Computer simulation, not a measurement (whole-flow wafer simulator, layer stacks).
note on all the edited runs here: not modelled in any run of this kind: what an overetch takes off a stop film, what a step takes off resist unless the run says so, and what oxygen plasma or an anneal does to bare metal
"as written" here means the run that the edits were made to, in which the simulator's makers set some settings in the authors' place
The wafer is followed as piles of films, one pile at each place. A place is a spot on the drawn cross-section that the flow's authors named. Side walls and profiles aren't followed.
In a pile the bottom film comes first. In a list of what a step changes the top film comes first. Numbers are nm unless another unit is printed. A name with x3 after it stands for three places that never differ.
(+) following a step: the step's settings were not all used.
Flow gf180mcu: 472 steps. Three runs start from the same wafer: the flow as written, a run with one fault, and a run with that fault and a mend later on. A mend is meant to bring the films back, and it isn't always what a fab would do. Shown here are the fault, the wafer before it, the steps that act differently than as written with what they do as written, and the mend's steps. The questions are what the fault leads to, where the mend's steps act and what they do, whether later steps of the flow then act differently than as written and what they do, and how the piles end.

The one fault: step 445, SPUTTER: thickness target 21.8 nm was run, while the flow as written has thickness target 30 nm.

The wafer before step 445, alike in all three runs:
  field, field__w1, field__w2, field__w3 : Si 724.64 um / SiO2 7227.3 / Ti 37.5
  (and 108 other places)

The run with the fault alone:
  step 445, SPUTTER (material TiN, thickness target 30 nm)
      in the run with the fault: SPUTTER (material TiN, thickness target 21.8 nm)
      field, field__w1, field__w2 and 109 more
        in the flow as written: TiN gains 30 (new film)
        in the run with the fault: TiN gains 21.8 (new film)
  Steps later in the flow that act otherwise than as written (not shown: 5 more steps that differ only slightly, by at most 2% or 0.5 nm, whichever is larger):
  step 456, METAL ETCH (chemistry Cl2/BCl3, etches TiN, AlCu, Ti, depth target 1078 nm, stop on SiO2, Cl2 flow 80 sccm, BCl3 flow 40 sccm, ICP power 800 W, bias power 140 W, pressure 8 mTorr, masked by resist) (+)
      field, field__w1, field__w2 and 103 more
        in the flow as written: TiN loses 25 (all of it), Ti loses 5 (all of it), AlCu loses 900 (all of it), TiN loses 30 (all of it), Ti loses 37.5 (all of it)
        in the run with the fault: TiN loses 25 (all of it), Ti loses 5 (all of it), AlCu loses 900 (all of it), TiN loses 21.8 (all of it), Ti loses 37.5 (all of it)
  At field__w8, contact, m1, m1__w1, pad, m1_nw, the piles at the end differ from the flow's by more than 2% or 0.5 nm, whichever is larger.
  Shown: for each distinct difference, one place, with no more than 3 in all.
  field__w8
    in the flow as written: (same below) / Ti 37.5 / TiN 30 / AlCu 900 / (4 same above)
    in the run with the fault: (same below) / Ti 37.5 / TiN 21.8 / AlCu 900 / (4 same above)
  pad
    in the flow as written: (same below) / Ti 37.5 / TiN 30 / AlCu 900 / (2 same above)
    in the run with the fault: (same below) / Ti 37.5 / TiN 21.8 / AlCu 900 / (2 same above)

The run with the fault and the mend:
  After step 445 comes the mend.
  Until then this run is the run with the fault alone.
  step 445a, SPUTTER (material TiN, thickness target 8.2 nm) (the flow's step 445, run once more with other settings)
      field, field__w1, field__w2 and 109 more
        TiN gains 8.2
  Every later step of the flow that is run acts as written at every place that is followed.
  At every place that both follow, the piles at the end match the flow's.
